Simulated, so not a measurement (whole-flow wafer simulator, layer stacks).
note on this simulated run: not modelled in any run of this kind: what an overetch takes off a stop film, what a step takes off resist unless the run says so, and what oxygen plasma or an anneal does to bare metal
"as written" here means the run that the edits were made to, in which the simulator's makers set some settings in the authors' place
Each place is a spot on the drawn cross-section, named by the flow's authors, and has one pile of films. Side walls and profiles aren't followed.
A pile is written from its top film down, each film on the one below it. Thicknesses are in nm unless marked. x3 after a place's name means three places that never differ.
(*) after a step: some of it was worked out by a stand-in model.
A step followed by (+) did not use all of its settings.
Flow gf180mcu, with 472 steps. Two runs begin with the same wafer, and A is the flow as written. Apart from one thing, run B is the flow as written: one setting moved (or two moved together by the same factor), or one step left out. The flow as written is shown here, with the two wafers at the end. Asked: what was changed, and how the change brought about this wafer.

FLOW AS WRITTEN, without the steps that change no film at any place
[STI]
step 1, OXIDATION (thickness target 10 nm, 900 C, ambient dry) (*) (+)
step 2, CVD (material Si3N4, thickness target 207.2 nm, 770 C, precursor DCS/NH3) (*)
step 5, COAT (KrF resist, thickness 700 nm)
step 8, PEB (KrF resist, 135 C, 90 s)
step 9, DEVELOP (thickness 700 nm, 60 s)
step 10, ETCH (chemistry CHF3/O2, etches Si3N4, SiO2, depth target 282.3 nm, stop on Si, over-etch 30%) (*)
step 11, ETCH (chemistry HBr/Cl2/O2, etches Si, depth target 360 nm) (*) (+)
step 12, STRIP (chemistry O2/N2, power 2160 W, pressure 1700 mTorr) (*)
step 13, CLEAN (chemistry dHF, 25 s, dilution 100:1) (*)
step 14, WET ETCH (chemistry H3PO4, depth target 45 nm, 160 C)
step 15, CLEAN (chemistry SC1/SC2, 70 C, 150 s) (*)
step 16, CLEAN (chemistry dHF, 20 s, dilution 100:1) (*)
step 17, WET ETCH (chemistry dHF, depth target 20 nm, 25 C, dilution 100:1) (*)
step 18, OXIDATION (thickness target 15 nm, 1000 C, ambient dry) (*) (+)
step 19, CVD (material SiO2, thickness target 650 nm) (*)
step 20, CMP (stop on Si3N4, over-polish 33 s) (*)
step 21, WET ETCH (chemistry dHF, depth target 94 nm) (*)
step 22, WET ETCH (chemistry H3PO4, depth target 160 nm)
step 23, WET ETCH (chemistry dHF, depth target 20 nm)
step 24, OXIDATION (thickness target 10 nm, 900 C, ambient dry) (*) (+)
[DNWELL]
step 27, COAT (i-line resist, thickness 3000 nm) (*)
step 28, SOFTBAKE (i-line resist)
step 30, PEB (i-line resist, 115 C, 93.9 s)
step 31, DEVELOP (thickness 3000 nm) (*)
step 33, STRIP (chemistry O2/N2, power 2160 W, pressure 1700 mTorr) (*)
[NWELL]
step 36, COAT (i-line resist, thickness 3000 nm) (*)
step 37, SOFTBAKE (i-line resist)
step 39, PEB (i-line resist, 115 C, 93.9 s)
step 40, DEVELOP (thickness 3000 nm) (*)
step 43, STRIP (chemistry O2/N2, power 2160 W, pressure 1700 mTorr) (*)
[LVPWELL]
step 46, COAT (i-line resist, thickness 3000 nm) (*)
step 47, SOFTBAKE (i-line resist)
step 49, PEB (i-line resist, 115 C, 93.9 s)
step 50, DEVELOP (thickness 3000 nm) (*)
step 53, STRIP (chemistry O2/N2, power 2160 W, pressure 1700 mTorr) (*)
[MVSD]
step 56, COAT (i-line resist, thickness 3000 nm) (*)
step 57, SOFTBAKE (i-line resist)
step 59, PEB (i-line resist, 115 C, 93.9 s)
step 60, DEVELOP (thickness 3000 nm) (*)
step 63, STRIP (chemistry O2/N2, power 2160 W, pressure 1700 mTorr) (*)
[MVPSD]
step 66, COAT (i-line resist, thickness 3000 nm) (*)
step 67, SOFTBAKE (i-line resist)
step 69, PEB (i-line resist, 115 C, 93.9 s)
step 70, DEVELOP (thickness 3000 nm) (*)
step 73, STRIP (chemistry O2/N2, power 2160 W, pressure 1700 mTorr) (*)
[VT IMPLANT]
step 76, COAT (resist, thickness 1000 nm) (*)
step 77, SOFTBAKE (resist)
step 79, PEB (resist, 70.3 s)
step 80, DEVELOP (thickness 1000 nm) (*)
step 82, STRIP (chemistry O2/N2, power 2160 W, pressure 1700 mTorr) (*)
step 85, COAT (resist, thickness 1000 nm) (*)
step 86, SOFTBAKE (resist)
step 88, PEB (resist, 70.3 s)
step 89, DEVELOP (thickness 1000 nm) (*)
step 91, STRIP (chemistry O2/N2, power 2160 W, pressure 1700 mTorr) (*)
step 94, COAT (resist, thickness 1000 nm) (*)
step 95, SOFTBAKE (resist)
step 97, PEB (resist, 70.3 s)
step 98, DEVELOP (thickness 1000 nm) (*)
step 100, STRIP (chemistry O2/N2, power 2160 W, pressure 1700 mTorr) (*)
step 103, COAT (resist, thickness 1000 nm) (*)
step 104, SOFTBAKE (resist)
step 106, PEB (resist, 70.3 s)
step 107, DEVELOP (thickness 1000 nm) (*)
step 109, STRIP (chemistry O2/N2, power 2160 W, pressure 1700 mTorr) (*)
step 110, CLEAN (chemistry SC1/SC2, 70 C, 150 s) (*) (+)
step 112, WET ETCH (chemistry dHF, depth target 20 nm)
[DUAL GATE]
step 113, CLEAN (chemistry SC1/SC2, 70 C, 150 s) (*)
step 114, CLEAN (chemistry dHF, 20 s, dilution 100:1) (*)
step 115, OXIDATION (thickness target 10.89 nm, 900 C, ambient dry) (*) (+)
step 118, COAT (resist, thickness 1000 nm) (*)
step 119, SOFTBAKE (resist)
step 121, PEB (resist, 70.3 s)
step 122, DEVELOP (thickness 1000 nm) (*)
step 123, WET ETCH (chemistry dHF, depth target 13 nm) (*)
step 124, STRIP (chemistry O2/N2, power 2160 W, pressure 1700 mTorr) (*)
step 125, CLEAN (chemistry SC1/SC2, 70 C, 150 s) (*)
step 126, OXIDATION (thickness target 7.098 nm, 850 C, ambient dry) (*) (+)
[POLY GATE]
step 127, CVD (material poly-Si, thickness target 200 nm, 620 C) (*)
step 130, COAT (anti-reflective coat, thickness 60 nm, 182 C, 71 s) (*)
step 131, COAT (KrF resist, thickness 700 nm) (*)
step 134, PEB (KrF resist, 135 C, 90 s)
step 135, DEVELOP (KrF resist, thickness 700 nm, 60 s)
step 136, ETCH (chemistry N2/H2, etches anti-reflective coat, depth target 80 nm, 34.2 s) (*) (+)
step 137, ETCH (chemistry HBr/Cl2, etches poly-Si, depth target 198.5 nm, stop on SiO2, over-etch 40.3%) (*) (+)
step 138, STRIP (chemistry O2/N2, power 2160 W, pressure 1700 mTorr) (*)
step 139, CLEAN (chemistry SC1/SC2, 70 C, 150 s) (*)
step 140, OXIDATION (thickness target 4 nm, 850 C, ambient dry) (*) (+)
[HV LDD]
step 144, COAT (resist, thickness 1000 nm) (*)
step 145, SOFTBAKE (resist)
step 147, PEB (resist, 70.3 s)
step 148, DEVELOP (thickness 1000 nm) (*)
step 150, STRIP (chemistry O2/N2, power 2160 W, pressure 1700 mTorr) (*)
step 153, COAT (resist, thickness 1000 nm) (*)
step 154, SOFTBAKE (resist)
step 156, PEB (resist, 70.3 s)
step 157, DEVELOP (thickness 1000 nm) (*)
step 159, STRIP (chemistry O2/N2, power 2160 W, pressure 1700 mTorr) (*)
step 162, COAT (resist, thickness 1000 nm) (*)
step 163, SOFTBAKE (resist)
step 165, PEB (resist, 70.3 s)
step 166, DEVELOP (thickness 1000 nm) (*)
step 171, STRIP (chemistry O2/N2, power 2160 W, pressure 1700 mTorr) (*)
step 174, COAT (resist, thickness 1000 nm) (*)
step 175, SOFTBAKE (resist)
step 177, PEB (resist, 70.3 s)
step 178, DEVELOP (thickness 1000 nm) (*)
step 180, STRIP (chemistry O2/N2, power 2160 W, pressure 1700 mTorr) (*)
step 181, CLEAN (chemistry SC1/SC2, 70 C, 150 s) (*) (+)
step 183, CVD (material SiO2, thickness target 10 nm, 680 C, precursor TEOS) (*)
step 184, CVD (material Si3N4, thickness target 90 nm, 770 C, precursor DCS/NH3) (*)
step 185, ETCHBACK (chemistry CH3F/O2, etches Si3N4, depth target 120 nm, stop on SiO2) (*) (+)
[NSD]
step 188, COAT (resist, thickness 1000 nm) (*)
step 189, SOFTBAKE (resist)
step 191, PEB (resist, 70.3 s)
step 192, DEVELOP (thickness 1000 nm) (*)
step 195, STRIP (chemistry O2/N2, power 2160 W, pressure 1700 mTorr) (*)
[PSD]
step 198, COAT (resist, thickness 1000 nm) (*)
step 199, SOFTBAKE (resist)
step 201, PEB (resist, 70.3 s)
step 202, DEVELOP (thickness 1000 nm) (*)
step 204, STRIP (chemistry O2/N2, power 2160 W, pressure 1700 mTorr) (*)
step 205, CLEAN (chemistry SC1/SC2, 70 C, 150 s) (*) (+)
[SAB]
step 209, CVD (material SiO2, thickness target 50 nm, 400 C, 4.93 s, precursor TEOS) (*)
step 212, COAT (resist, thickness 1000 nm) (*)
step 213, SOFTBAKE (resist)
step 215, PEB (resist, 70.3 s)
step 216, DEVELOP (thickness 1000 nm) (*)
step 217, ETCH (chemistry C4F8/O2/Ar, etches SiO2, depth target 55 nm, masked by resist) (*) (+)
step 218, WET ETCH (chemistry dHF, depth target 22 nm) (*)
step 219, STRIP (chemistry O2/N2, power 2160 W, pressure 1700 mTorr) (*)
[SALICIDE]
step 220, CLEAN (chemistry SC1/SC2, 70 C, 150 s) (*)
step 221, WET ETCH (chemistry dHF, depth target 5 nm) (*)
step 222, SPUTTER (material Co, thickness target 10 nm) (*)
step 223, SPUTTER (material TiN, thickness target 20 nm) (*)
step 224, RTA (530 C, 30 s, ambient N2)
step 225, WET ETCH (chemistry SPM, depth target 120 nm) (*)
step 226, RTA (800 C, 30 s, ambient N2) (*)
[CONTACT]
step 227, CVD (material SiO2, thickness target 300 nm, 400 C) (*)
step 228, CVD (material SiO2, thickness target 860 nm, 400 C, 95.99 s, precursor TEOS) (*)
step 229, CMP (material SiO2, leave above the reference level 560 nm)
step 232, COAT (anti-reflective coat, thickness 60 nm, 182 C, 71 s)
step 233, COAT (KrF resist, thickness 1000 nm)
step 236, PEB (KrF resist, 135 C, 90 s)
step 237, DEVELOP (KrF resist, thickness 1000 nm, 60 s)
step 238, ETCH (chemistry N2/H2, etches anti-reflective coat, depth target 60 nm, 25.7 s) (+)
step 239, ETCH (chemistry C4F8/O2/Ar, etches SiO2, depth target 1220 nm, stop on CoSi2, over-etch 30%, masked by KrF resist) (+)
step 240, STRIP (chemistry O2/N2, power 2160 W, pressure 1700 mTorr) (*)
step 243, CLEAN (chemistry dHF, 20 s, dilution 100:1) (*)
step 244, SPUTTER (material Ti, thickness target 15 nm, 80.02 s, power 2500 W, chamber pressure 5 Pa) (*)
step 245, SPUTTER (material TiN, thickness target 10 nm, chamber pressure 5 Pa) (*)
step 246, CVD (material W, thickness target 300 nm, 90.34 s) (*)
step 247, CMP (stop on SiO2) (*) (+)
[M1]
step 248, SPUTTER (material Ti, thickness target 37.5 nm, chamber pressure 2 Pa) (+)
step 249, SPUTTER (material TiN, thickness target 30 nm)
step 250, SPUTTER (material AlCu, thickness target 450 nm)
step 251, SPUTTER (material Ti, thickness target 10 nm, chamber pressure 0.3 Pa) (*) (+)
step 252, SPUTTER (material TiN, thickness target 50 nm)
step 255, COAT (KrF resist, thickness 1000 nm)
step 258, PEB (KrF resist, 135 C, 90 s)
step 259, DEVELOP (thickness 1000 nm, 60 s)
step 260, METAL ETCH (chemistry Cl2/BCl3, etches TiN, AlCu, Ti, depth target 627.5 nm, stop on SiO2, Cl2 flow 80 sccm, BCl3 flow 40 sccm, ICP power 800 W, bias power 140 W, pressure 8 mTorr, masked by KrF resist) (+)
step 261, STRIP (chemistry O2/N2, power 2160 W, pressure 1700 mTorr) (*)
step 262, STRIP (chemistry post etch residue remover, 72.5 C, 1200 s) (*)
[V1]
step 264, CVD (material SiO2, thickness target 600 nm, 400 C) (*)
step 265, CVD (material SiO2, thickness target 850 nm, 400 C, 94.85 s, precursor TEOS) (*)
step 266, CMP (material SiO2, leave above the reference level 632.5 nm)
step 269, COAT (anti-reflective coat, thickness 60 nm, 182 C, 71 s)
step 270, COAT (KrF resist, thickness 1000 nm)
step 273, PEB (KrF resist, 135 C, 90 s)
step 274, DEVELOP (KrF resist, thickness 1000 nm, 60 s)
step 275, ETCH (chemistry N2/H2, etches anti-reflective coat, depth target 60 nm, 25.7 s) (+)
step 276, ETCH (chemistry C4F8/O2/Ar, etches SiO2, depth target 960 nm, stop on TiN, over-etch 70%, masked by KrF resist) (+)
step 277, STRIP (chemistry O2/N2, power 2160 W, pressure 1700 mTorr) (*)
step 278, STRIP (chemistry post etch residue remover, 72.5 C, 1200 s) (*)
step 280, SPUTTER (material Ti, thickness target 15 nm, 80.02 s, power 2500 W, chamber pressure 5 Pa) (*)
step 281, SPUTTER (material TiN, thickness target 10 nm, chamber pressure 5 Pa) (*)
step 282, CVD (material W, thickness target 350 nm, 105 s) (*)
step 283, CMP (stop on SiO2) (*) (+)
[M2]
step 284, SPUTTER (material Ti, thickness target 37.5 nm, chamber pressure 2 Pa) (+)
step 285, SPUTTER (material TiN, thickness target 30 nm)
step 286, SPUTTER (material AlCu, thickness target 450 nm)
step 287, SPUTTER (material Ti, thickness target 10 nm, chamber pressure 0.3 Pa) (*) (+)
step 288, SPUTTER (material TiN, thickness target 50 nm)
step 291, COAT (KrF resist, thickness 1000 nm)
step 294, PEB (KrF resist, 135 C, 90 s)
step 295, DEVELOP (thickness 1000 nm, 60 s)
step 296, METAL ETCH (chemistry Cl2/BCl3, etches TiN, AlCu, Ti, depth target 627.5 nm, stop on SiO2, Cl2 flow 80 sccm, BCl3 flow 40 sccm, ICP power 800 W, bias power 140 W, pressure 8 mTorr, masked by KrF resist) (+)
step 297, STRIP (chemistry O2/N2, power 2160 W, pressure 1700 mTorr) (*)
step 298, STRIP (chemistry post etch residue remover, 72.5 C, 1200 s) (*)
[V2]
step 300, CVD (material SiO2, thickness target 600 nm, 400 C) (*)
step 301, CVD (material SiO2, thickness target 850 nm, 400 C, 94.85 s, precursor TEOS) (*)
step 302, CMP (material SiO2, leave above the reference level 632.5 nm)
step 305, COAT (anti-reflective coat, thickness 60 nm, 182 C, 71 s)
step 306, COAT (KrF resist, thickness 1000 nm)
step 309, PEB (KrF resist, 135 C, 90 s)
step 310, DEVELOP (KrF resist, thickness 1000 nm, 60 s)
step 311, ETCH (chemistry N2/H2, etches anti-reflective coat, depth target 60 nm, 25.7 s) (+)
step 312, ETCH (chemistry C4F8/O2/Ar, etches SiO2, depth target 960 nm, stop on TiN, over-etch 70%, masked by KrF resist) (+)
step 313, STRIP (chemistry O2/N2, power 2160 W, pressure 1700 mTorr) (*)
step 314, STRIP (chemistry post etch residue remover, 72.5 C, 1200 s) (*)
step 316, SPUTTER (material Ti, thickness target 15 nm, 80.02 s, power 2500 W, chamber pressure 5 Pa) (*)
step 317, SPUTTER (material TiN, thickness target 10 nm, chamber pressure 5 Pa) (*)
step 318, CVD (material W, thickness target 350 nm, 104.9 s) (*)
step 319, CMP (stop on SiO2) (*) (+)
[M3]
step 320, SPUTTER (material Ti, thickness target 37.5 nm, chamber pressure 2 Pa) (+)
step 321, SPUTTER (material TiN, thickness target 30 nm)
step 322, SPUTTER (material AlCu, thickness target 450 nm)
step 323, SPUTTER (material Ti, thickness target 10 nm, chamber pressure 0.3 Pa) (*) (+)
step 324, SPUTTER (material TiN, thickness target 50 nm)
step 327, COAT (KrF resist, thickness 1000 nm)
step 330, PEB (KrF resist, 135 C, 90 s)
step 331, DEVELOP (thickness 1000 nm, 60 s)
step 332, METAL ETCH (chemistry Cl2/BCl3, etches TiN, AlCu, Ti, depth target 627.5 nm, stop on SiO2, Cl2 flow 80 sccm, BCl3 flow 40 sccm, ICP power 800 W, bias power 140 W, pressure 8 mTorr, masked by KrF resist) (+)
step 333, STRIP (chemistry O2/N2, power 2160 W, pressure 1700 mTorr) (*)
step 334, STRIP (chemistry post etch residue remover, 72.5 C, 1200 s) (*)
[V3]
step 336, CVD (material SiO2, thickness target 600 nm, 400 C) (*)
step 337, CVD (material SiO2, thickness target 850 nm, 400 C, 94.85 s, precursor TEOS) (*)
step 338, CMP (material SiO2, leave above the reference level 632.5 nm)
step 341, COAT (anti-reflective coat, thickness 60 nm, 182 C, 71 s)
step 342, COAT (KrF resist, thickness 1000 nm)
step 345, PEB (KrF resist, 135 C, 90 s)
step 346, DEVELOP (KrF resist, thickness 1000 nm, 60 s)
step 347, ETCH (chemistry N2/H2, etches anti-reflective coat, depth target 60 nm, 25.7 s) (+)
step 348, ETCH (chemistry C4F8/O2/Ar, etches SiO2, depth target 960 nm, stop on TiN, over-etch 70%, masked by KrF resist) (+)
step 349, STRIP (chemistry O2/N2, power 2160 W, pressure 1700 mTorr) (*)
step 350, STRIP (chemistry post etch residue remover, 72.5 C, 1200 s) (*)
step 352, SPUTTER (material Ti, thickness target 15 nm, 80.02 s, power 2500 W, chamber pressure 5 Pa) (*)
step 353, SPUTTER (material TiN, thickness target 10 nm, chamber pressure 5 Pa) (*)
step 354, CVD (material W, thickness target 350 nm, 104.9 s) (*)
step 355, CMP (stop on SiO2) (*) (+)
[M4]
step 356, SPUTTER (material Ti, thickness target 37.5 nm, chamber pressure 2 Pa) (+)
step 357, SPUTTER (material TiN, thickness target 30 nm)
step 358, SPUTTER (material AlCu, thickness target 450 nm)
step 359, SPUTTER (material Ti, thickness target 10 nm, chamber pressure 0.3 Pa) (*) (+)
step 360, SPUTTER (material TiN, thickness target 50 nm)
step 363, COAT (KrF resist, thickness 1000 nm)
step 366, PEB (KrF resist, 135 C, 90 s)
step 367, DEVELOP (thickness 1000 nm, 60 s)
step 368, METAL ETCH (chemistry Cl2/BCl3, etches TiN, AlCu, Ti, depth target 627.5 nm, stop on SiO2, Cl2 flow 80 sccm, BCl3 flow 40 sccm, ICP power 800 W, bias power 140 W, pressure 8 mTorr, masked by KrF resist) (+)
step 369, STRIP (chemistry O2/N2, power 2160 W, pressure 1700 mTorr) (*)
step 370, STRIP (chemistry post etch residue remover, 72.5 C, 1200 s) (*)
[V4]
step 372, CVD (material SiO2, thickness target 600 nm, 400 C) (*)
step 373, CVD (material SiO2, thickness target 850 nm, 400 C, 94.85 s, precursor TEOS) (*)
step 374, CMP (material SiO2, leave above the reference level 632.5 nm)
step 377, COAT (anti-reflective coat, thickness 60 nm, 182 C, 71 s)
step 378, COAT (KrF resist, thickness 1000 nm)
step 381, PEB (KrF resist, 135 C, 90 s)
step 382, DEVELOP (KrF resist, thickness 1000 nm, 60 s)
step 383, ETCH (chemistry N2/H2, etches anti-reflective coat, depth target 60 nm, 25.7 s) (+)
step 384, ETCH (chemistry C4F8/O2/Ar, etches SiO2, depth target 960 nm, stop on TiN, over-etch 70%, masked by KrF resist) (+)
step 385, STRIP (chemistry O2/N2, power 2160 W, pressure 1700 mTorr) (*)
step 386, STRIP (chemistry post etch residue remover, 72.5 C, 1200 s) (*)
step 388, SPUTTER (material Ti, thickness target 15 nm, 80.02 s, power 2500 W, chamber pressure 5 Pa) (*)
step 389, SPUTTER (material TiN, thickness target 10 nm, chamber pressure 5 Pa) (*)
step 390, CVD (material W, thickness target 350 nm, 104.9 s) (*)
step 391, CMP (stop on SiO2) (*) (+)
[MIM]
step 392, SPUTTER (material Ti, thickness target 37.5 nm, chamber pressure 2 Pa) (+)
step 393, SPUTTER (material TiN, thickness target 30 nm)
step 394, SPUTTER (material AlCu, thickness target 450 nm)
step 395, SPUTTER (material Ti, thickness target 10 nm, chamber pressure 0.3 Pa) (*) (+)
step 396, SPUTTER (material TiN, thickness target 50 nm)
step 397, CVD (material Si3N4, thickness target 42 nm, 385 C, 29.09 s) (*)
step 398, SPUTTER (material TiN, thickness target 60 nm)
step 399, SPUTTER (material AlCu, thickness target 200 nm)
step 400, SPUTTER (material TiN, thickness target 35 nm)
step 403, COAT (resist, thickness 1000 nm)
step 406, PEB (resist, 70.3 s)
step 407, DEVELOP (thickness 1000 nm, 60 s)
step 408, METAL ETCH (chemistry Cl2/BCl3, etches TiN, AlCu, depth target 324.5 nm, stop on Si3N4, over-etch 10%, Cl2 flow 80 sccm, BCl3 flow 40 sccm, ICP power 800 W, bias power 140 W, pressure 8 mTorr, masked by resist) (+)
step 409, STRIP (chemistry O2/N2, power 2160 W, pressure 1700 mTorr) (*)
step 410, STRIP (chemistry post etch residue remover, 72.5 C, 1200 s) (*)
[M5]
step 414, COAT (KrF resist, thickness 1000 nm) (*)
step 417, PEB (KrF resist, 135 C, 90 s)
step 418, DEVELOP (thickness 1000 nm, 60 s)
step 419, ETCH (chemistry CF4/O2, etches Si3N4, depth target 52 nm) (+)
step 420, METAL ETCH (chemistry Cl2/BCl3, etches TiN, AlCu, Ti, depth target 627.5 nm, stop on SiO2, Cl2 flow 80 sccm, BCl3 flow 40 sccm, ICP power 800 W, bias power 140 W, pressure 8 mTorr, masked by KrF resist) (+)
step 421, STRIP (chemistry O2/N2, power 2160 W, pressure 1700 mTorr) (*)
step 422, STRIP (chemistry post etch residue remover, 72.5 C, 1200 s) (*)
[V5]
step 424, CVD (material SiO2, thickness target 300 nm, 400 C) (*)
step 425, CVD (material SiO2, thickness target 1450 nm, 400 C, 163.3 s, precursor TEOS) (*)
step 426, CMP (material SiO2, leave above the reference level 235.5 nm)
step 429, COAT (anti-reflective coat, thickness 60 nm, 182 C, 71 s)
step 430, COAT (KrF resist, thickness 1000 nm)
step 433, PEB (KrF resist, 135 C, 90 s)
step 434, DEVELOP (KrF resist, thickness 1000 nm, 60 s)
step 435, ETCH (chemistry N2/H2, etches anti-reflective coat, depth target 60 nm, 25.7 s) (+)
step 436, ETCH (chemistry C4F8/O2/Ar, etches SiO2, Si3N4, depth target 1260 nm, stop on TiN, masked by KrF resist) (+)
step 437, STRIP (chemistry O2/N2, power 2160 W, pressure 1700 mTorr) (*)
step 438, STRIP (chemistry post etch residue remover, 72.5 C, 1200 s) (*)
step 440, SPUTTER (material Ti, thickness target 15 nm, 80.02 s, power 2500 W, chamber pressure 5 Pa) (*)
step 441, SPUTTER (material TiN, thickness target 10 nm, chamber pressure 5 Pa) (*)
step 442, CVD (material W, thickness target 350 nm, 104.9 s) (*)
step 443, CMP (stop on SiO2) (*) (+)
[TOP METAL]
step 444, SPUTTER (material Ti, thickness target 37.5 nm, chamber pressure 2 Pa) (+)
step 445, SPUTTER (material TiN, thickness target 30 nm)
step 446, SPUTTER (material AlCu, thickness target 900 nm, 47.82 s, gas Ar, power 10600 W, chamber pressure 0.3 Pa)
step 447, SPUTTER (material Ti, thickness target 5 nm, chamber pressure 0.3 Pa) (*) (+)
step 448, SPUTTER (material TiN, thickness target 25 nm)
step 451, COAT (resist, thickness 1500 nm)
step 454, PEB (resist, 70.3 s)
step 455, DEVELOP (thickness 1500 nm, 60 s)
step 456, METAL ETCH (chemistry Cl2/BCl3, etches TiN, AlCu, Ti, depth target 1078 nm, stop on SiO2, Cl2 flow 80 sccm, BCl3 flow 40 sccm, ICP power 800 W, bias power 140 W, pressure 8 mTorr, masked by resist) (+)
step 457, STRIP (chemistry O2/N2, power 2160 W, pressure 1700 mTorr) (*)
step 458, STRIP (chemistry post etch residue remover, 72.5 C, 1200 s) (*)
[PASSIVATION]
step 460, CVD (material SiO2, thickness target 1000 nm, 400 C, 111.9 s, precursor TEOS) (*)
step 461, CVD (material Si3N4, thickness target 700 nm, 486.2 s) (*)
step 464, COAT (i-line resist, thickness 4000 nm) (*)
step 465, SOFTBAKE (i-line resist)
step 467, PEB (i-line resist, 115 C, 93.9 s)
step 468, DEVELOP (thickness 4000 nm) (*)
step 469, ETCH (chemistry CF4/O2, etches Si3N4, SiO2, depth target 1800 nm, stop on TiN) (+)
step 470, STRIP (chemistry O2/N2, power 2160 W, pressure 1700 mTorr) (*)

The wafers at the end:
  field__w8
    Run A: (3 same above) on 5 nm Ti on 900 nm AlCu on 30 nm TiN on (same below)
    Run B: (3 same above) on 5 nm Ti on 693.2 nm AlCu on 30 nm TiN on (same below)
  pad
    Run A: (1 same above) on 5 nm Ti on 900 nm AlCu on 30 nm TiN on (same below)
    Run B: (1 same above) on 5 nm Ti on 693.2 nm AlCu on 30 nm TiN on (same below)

Cause: step 446, SPUTTER: 37.06 s was run, though the flow has 47.82 s.

Step by step, how the change led to this:
  step 446, SPUTTER (material AlCu, thickness target 900 nm, 47.82 s, gas Ar, power 10600 W, chamber pressure 0.3 Pa)
      field, field__w1, field__w2 and 109 more: A +900 AlCu (new film) | B +693.2 AlCu (new film)
  step 456, METAL ETCH (chemistry Cl2/BCl3, etches TiN, AlCu, Ti, depth target 1078 nm, stop on SiO2, Cl2 flow 80 sccm, BCl3 flow 40 sccm, ICP power 800 W, bias power 140 W, pressure 8 mTorr, masked by resist) (+)
      field, field__w1, field__w2 and 103 more: A -25 TiN (all of it), -5 Ti (all of it), -900 AlCu (all of it), -30 TiN (all of it), -37.5 Ti (all of it) | B -25 TiN (all of it), -5 Ti (all of it), -693.2 AlCu (all of it), -30 TiN (all of it), -37.5 Ti (all of it)
  step 464, COAT (i-line resist, thickness 4000 nm) (*)
      field__w8: A +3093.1 i-line resist (new film) | B +3276.5 i-line resist (new film)
      contact: A +3153.6 i-line resist (new film) | B +3318 i-line resist (new film)
      (as well as at 4 more places)
  step 465, SOFTBAKE (i-line resist)
      gate: A +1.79 i-line resist | B -0.09 i-line resist
      field__w11, field__w13: A +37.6 i-line resist | B +27 i-line resist
      (as well as at 66 more places)
  step 467, PEB (i-line resist, 115 C, 93.9 s)
      field__w8, m1__w1: A -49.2 i-line resist | B -52.9 i-line resist
      contact, m1: A -49.6 i-line resist | B -53.2 i-line resist
      (as well as at 2 more places)
  step 468, DEVELOP (thickness 4000 nm) (*)
      pad: A -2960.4 i-line resist (all of it) | B -3161.8 i-line resist (all of it)
  step 470, STRIP (chemistry O2/N2, power 2160 W, pressure 1700 mTorr) (*)
      field__w8, m1__w1: A -1775.9 i-line resist (all of it) | B -1974.2 i-line resist (all of it)
      contact: A -1798.3 i-line resist (all of it) | B -1989.7 i-line resist (all of it)
      (as well as at 2 more places)
